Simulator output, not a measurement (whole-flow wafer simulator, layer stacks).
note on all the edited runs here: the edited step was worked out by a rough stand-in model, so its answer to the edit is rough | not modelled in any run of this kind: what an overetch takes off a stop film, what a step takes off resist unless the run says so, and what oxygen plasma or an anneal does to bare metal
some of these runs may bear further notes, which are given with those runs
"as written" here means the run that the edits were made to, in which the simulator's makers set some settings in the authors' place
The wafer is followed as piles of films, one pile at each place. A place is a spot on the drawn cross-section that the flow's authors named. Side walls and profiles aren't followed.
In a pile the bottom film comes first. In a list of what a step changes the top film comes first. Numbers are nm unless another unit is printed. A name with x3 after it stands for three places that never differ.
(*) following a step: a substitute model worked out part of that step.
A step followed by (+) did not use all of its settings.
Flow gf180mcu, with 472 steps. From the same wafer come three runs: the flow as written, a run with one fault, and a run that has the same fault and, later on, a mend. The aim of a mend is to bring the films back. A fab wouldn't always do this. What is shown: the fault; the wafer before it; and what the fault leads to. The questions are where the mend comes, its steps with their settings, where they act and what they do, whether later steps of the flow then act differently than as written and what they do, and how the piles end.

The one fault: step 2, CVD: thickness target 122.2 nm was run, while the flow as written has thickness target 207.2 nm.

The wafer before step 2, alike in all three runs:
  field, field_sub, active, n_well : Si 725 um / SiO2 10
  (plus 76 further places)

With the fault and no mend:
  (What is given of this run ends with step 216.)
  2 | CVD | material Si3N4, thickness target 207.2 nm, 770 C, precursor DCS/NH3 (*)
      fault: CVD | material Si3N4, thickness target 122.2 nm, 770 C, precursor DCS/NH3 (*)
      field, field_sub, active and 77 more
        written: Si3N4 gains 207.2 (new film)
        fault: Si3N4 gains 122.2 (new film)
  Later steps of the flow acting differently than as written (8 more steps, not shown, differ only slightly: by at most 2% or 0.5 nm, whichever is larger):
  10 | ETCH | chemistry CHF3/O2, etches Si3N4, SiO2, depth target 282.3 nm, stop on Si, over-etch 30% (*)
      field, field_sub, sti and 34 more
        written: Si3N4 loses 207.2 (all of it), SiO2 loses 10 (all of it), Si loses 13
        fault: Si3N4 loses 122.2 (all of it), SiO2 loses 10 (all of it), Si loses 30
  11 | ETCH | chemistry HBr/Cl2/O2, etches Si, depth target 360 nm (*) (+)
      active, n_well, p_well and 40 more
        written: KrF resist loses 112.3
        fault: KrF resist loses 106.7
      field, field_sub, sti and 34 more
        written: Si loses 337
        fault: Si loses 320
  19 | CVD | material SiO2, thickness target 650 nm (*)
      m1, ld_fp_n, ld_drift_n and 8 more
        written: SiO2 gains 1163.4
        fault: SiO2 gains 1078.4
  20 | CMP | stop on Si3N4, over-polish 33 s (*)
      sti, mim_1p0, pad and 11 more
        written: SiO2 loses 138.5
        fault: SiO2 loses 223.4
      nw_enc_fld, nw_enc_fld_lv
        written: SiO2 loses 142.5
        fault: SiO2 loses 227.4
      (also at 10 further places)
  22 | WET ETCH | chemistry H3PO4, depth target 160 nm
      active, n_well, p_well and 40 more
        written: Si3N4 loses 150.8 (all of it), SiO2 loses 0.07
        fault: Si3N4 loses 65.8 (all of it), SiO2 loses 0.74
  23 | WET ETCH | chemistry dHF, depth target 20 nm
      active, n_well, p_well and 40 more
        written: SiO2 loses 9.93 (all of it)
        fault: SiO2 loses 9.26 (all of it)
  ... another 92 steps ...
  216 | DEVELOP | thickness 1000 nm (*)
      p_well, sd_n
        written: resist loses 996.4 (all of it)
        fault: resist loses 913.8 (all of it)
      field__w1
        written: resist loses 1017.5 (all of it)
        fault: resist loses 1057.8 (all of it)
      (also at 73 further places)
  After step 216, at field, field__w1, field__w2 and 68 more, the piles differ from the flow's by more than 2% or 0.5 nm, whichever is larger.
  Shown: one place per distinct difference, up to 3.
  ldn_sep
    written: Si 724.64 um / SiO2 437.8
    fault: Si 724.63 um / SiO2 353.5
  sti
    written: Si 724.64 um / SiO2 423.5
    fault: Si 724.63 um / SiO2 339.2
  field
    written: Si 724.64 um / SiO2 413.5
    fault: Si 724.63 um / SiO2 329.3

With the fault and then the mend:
  The mend follows step 2.
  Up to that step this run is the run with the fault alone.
  2a | CVD | material Si3N4, thickness target 84.94 nm, 770 C, precursor DCS/NH3 (*) (the flow's step 2, run once more with other settings)
      field, field_sub, active and 77 more
        Si3N4 gains 84.9
  Every later step of the flow that is run acts as written at every place that is followed.
  By the end, the piles equal the flow's at every place that both follow.
